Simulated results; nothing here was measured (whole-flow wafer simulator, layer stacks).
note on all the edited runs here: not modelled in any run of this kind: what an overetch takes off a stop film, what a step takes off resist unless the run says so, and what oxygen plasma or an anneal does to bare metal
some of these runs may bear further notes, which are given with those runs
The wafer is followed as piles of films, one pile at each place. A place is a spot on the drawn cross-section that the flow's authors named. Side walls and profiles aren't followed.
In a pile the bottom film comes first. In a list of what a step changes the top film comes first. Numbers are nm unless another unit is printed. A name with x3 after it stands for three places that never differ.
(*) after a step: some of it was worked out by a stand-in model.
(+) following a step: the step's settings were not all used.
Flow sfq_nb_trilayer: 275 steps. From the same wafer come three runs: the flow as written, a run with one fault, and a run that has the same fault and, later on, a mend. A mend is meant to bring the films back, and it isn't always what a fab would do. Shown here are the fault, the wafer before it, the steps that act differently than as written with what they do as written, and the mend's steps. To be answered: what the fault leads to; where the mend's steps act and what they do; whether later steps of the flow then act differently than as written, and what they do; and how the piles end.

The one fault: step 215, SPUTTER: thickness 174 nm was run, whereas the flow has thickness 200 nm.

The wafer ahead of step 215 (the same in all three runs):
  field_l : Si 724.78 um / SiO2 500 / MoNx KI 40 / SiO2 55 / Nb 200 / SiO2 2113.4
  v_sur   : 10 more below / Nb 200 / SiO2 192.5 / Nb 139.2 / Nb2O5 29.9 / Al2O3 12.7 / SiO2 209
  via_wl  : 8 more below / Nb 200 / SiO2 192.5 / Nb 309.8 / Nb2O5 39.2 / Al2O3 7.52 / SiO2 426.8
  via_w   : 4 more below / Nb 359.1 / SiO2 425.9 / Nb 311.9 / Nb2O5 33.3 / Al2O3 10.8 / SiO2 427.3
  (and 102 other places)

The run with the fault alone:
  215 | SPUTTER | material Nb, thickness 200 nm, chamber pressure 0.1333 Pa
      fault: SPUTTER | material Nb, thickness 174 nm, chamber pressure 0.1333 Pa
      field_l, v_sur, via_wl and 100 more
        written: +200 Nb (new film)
        fault: +174 Nb (new film)
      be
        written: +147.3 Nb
        fault: +128.4 Nb
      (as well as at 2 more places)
  Steps later in the flow that act otherwise than as written (not shown: 6 more steps that differ only slightly, by at most 2% or 0.5 nm, whichever is larger):
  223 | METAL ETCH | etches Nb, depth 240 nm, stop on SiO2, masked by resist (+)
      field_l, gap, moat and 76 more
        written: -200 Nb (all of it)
        fault: -174 Nb (all of it)
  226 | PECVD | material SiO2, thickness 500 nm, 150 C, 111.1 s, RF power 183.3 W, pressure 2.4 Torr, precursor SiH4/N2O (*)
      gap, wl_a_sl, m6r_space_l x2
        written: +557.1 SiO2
        fault: +531.1 SiO2
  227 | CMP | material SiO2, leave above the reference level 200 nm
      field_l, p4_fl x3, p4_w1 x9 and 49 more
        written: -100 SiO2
        fault: -126 SiO2
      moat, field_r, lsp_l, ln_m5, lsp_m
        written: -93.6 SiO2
        fault: -120.4 SiO2
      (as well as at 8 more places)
  By the end, the piles at v_sur, via_wl, via_w and 62 more depart from the flow's by more than 2% or 0.5 nm, whichever is larger.
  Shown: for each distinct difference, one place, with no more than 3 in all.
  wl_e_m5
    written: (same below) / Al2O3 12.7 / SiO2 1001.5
    fault: (same below) / Al2O3 12.7 / SiO2 975.5
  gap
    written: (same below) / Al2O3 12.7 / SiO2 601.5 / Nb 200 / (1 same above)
    fault: (same below) / Al2O3 12.7 / SiO2 575.5 / Nb 200 / (1 same above)
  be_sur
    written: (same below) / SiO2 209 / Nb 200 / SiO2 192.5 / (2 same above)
    fault: (same below) / SiO2 209 / Nb 174 / SiO2 192.5 / (2 same above)

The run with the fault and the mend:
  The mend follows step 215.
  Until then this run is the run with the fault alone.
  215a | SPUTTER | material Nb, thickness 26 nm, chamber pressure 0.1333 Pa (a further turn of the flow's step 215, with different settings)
      field_l, v_sur, via_wl and 98 more
        +26 Nb
      ce_l, ce_r
        +25.1 Nb
      be
        +16.4 Nb
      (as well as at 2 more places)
  Later steps of the flow that are run all act as written at every place that is followed, up to a difference of at most 2% or 0.5 nm, whichever is larger.
  When the end is reached, the piles differ only a little from the flow's at the places that both follow, at most by 2% or 0.5 nm, whichever is larger.
